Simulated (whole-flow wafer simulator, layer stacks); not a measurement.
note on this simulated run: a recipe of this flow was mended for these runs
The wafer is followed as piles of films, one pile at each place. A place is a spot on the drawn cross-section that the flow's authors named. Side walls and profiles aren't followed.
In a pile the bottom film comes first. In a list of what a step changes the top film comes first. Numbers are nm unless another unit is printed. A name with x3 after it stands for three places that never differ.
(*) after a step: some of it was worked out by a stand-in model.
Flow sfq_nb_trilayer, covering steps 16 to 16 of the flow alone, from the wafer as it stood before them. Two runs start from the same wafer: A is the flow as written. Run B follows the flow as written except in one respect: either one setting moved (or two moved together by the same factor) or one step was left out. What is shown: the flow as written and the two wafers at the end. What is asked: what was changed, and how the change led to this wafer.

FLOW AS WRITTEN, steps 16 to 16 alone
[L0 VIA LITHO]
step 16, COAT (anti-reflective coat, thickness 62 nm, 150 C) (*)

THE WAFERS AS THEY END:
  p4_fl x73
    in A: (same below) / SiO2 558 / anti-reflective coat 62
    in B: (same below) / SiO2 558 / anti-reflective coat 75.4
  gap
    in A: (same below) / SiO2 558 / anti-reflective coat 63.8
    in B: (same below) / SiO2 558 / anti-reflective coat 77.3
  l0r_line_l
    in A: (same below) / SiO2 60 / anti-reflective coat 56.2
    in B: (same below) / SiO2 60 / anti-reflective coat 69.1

Cause: step 16, COAT: thickness 75.4 nm was run, though the flow has thickness 62 nm.
The wafer lets one read it off: p4_fl x73 has anti-reflective coat 75.4, and step 16 as written asks for 62 nm.

How this came from the change, step by step:
  step 16, COAT (anti-reflective coat, thickness 62 nm, 150 C) (*)
      p4_fl x73: A anti-reflective coat gains 62 (new film) | B anti-reflective coat gains 75.4 (new film)
      gap, jj_sur, ce_l and 6 more: A anti-reflective coat gains 63.8 (new film) | B anti-reflective coat gains 77.3 (new film)
      (and at 24 other places as well)
